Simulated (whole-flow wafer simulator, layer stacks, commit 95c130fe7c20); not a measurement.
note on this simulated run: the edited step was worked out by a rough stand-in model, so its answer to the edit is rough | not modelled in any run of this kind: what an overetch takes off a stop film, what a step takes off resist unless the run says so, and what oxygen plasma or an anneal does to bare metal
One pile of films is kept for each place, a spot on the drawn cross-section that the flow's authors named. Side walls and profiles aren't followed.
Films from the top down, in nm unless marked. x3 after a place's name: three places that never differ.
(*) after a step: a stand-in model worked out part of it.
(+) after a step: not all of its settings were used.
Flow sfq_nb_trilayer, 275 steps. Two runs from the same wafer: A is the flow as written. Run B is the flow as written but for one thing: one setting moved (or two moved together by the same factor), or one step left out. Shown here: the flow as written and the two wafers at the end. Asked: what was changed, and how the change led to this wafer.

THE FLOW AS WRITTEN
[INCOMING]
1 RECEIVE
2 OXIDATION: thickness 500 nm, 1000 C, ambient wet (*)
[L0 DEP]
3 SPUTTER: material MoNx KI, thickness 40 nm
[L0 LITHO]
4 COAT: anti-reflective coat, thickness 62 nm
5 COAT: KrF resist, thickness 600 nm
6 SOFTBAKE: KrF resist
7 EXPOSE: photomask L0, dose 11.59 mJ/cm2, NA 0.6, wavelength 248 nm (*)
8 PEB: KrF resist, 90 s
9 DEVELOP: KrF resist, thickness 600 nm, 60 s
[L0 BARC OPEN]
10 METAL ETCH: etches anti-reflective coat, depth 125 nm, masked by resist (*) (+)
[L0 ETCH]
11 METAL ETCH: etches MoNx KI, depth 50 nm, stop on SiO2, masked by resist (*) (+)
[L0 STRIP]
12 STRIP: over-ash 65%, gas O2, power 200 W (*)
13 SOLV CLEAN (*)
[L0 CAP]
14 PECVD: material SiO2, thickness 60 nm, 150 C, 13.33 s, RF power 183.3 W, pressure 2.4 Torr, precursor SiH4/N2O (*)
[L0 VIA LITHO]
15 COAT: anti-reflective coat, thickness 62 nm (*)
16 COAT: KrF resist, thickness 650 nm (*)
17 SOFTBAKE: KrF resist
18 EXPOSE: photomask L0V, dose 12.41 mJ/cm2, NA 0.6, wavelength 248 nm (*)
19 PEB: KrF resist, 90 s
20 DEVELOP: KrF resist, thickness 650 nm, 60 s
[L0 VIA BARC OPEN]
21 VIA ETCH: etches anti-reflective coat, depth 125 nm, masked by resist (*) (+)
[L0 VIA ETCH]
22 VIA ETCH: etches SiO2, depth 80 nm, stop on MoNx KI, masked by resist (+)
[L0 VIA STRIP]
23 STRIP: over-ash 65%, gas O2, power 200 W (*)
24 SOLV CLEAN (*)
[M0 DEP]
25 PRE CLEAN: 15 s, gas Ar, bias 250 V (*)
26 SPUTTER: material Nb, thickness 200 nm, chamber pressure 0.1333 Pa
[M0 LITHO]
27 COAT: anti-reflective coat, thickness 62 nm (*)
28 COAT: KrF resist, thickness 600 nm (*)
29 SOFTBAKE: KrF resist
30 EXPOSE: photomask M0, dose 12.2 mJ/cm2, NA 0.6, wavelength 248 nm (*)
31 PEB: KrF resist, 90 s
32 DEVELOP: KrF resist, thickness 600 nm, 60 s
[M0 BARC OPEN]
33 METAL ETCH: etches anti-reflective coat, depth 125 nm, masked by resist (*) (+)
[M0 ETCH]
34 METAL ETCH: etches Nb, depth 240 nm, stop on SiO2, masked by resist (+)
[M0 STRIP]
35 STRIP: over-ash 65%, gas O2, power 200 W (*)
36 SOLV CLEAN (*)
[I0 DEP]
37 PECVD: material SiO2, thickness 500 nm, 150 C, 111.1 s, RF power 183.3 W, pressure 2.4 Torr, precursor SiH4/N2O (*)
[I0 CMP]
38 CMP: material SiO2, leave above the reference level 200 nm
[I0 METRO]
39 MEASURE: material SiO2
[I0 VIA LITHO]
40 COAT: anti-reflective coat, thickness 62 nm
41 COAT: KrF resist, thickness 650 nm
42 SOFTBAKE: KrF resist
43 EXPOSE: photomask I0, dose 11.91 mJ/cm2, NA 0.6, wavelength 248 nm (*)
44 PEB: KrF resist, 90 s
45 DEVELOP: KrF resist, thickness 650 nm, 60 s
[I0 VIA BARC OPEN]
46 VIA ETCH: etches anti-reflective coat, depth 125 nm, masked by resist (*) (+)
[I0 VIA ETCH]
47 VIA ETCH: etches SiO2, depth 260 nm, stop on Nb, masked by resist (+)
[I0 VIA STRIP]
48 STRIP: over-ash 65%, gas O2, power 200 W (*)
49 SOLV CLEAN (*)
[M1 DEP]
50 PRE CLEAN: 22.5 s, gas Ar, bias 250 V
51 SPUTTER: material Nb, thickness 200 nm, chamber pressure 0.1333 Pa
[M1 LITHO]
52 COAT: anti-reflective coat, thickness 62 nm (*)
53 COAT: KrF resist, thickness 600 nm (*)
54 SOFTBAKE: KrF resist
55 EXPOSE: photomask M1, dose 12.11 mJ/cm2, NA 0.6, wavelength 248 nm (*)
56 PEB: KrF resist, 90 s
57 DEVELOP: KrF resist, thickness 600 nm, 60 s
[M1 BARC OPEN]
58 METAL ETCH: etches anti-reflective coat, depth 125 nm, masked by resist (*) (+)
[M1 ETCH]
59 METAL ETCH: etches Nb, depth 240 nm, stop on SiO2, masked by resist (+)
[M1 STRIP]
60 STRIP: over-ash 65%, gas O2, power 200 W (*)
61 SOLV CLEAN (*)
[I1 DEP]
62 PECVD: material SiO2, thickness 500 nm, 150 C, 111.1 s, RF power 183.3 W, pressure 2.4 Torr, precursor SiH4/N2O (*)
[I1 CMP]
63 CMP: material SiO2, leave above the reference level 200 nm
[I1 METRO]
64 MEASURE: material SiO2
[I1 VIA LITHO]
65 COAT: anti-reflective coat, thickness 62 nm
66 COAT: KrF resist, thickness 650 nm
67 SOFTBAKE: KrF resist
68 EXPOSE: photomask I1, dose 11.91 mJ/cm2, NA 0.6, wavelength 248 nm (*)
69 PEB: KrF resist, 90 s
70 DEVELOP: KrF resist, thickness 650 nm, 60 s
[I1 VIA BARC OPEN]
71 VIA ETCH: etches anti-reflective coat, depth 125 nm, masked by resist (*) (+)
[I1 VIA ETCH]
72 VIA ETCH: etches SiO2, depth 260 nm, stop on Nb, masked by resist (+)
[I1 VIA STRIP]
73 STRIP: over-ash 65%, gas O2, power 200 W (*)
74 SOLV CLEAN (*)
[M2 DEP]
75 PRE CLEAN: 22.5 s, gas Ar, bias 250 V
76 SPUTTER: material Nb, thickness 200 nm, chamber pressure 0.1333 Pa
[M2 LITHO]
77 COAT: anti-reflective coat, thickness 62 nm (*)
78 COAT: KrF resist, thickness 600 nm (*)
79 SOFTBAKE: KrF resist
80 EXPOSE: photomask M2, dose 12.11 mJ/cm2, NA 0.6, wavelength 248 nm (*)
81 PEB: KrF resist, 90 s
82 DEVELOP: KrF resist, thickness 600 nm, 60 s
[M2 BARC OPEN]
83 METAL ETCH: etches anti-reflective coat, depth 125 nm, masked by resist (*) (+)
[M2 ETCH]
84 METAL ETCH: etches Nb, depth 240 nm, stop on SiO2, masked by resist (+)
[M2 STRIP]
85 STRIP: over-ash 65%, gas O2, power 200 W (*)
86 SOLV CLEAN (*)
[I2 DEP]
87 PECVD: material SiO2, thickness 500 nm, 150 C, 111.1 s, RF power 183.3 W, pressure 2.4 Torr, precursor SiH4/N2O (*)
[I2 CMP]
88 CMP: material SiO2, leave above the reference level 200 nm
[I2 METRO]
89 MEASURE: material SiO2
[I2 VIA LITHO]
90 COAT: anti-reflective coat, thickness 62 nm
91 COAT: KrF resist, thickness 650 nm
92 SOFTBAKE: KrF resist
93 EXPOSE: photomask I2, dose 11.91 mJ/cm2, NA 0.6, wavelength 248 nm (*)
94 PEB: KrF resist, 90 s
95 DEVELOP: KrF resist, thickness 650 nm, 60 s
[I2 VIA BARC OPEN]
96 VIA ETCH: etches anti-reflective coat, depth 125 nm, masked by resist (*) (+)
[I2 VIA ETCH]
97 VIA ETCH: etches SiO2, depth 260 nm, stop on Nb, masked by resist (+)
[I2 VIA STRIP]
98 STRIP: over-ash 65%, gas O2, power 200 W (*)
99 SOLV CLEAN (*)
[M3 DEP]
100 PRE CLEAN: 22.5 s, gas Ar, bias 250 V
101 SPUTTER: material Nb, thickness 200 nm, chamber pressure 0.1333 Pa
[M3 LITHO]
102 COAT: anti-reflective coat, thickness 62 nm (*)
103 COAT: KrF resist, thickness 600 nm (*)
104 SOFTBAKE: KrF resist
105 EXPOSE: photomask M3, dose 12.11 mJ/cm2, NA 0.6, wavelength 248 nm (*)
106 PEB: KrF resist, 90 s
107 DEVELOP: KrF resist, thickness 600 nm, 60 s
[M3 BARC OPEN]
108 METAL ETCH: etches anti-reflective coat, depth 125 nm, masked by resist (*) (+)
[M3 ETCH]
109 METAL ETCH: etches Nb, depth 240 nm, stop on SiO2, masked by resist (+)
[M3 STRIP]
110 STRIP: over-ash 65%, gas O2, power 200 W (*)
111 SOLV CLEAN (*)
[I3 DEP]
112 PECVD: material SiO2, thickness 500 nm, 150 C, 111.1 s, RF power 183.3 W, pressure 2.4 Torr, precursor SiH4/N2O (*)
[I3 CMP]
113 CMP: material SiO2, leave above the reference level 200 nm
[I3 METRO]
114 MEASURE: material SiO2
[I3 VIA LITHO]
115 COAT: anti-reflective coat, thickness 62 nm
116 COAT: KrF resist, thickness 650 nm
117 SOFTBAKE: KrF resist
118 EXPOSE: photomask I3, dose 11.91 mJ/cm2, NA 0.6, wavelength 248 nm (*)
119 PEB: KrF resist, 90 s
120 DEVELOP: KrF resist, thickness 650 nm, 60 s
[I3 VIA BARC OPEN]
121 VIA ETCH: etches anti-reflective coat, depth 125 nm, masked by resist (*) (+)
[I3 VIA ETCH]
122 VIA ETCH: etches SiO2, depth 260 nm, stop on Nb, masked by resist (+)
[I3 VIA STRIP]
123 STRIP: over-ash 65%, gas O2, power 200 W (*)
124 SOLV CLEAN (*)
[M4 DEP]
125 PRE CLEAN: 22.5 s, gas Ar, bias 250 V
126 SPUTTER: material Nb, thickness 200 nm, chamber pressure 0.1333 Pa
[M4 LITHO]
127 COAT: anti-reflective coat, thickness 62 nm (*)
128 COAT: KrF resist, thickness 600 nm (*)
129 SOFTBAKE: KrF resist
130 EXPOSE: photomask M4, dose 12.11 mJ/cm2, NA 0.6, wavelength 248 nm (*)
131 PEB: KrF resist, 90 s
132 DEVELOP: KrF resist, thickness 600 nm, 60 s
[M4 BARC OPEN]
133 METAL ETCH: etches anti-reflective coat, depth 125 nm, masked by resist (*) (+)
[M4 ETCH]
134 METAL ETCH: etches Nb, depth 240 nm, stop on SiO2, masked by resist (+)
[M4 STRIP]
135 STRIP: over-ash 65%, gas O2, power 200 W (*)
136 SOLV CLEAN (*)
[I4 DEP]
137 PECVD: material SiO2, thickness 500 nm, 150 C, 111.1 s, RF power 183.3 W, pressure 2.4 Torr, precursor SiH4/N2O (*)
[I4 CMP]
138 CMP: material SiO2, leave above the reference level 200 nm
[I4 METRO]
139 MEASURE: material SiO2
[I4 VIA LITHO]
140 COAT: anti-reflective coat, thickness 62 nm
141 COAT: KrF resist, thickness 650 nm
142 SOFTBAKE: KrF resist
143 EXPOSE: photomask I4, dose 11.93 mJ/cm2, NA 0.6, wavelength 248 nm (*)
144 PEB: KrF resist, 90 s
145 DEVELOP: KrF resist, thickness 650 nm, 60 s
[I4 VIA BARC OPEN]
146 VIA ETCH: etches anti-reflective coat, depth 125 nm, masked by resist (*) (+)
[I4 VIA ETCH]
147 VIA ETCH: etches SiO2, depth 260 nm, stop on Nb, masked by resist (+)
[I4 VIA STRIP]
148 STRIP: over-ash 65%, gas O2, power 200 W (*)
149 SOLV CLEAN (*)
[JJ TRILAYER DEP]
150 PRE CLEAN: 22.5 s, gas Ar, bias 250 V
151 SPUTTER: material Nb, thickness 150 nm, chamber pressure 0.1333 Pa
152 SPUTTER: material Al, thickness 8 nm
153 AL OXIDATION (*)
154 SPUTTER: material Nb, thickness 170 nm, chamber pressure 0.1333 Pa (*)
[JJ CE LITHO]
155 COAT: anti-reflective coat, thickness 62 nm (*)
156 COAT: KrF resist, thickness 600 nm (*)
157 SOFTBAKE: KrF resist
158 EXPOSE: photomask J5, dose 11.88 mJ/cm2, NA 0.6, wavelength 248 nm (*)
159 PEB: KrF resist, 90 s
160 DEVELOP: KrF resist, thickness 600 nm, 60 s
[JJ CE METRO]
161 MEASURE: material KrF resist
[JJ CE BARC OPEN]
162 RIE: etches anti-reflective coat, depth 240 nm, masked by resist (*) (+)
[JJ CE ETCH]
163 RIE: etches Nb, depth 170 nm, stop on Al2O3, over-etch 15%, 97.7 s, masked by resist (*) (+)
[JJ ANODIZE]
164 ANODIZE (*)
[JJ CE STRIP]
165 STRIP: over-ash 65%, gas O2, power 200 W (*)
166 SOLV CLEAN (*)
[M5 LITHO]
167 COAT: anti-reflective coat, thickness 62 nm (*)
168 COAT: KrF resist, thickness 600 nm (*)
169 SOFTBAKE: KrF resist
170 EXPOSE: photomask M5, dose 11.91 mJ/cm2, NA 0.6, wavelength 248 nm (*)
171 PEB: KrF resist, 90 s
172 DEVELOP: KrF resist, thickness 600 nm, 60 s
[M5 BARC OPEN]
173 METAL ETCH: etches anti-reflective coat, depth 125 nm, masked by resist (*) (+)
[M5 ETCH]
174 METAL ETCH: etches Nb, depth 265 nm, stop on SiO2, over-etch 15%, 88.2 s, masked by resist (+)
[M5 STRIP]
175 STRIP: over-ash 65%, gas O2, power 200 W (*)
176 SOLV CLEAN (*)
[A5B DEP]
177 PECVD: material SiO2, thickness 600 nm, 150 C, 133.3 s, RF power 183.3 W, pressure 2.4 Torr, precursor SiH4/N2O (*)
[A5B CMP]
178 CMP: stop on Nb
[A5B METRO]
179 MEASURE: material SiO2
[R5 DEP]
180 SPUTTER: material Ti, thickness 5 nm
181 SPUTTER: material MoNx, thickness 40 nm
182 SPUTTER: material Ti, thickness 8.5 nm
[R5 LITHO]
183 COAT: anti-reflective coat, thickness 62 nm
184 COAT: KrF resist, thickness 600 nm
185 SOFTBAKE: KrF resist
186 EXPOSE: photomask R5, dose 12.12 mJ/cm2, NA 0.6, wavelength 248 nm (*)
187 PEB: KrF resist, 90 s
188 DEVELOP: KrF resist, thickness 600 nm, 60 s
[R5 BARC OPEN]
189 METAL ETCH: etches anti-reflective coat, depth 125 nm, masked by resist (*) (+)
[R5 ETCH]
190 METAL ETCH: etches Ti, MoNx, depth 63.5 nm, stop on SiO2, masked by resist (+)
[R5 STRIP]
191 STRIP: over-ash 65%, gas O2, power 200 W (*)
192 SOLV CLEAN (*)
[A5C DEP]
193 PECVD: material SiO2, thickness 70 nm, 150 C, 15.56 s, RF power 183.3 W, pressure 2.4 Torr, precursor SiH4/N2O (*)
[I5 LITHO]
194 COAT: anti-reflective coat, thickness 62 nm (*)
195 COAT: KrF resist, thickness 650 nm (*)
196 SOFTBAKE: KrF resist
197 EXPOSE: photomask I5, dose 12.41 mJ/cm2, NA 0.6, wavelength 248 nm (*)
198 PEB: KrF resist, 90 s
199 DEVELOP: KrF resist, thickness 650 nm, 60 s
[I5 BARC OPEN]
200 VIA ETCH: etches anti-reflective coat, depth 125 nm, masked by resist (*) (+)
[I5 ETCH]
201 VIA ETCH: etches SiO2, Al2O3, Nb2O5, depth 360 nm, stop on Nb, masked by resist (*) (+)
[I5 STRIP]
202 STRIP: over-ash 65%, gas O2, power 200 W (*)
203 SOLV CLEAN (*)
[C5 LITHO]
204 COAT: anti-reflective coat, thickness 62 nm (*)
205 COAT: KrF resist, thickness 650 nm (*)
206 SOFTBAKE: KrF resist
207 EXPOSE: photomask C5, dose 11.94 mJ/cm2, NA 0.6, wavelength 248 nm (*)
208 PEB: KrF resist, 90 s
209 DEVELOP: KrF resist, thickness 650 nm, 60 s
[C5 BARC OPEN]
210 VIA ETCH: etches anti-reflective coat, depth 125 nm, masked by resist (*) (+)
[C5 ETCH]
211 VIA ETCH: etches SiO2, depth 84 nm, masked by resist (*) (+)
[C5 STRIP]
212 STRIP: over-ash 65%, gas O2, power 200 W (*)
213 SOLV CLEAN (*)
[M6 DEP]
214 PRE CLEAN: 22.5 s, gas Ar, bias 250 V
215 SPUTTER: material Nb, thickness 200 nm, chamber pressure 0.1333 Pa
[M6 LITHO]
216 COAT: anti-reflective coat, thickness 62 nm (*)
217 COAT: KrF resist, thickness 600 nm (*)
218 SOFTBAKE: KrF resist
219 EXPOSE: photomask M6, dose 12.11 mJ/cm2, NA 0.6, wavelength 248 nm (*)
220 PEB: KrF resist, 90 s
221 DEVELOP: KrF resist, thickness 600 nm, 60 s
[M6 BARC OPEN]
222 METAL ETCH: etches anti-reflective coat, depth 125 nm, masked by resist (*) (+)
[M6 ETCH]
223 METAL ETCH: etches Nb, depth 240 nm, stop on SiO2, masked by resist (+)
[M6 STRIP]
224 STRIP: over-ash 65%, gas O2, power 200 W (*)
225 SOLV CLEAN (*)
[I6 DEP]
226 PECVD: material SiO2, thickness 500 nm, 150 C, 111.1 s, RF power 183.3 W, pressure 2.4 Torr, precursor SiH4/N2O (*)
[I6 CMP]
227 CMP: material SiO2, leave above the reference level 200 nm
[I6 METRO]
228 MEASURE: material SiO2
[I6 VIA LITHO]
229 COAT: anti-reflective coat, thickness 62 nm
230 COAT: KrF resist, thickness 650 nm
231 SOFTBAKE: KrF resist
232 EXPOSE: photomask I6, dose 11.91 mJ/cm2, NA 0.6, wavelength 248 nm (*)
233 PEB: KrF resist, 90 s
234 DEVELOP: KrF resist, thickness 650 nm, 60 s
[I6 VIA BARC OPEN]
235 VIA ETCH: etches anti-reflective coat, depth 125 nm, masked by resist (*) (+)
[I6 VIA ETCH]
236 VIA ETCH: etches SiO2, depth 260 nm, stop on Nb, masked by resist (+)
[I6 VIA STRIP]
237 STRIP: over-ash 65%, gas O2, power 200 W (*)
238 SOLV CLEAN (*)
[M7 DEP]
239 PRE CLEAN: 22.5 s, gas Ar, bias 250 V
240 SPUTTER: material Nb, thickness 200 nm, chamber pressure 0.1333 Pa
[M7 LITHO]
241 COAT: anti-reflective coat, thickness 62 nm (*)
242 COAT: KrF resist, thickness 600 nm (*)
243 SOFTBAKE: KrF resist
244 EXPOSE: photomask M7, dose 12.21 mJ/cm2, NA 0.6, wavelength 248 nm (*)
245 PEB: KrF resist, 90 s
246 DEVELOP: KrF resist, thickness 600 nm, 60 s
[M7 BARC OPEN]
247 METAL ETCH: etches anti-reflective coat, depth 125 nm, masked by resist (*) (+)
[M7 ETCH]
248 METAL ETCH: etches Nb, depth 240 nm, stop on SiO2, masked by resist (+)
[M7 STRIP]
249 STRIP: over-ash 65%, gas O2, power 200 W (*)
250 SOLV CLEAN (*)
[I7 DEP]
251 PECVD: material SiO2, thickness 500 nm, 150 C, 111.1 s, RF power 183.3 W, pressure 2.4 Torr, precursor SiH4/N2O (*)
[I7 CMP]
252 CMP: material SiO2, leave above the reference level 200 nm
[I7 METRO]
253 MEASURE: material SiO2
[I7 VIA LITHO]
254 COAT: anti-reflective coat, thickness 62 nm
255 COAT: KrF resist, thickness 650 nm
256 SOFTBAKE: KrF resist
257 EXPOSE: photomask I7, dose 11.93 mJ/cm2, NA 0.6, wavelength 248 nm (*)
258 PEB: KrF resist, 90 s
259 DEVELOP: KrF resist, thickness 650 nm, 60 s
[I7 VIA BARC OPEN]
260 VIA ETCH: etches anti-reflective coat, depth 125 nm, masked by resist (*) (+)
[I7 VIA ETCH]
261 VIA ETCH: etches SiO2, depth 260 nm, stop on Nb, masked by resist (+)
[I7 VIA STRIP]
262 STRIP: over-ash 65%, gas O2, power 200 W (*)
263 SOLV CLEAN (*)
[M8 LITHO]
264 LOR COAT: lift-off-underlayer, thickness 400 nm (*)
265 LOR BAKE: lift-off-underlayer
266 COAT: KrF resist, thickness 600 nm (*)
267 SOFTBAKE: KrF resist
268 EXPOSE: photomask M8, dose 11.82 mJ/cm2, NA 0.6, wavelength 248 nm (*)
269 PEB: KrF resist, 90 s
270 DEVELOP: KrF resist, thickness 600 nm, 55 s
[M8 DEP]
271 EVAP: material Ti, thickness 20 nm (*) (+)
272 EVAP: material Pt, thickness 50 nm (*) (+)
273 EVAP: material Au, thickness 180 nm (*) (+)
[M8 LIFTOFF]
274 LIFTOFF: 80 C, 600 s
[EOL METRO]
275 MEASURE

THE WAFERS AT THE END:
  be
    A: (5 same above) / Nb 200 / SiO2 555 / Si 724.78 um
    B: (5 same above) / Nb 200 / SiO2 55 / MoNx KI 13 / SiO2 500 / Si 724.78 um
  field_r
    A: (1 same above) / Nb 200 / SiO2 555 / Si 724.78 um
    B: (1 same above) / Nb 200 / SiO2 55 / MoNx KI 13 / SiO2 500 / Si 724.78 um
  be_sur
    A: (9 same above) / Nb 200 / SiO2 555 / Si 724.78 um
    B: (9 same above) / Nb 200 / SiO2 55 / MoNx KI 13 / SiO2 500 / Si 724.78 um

The cause: step 11, METAL ETCH: depth 27 nm was run, where the flow has depth 50 nm.

How the change led to this, step by step:
  11 METAL ETCH: etches MoNx KI, depth 50 nm, stop on SiO2, masked by resist (*) (+)
      v_sur, via_wl, via_w and 97 more: A MoNx KI -40 (all of it) | B MoNx KI -27
      field_l, l0_sur, l0v, l0r_line_l, l0r_line_c, l0r_line_r: A KrF resist -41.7 | B KrF resist -22.5
  12 STRIP: over-ash 65%, gas O2, power 200 W (*)
      field_l, l0_sur, l0v, l0r_line_l, l0r_line_c, l0r_line_r: A KrF resist -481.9 (all of it), anti-reflective coat -62 (all of it) | B KrF resist -501.1 (all of it), anti-reflective coat -62 (all of it)
  14 PECVD: material SiO2, thickness 60 nm, 150 C, 13.33 s, RF power 183.3 W, pressure 2.4 Torr, precursor SiH4/N2O (*)
      v_sur, via_wl, via_w and 97 more: A SiO2 +60 | B SiO2 +60 (new film)
  15 COAT: anti-reflective coat, thickness 62 nm (*)
      field_l: A anti-reflective coat +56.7 (new film) | B anti-reflective coat +58.2 (new film)
      v_sur: A anti-reflective coat +72.2 (new film) | B anti-reflective coat +69 (new film)
      (and at 3 more places)
  23 STRIP: over-ash 65%, gas O2, power 200 W (*)
      field_l: A KrF resist -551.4 (all of it), anti-reflective coat -56.7 (all of it) | B KrF resist -554.2 (all of it), anti-reflective coat -58.2 (all of it)
      v_sur: A KrF resist -570.5 (all of it), anti-reflective coat -72.2 (all of it) | B KrF resist -566.8 (all of it), anti-reflective coat -69 (all of it)
      (and at 3 more places)
  27 COAT: anti-reflective coat, thickness 62 nm (*)
      field_l: A anti-reflective coat +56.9 (new film) | B anti-reflective coat +58.4 (new film)
      v_sur: A anti-reflective coat +72.3 (new film) | B anti-reflective coat +68.9 (new film)
      (and at 3 more places)
  35 STRIP: over-ash 65%, gas O2, power 200 W (*)
      field_l: A KrF resist -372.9 (all of it), anti-reflective coat -56.9 (all of it) | B KrF resist -376 (all of it), anti-reflective coat -58.4 (all of it)
      v_sur: A KrF resist -391.6 (all of it), anti-reflective coat -72.3 (all of it) | B KrF resist -388.5 (all of it), anti-reflective coat -68.9 (all of it)
      (and at 3 more places)
  38 CMP: material SiO2, leave above the reference level 200 nm
      field_l, l0_sur, l0r_line_l, l0r_line_c, l0r_line_r: A SiO2 -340 | B SiO2 -327
      l0v: A SiO2 -277.8 | B SiO2 -264.8
Counting metal films that touch as one body, be has 4 bodies (between them, from the top down: SiO2 503.2; SiO2 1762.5; SiO2 55); the flow as written gives 3 bodies (between them, from the top down: SiO2 503.2; SiO2 1762.5).
Counting metal films that touch as one body, field_r has 2 bodies (between them, from the top down: SiO2 55); the flow as written gives 1 body.
Counting metal films that touch as one body, be_sur has 5 bodies (between them, from the top down: SiO2 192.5; SiO2 209 / Al2O3 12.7 / Nb2O5 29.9; SiO2 1762.5; SiO2 55); the flow as written gives 4 bodies (between them, from the top down: SiO2 192.5; SiO2 209 / Al2O3 12.7 / Nb2O5 29.9; SiO2 1762.5).
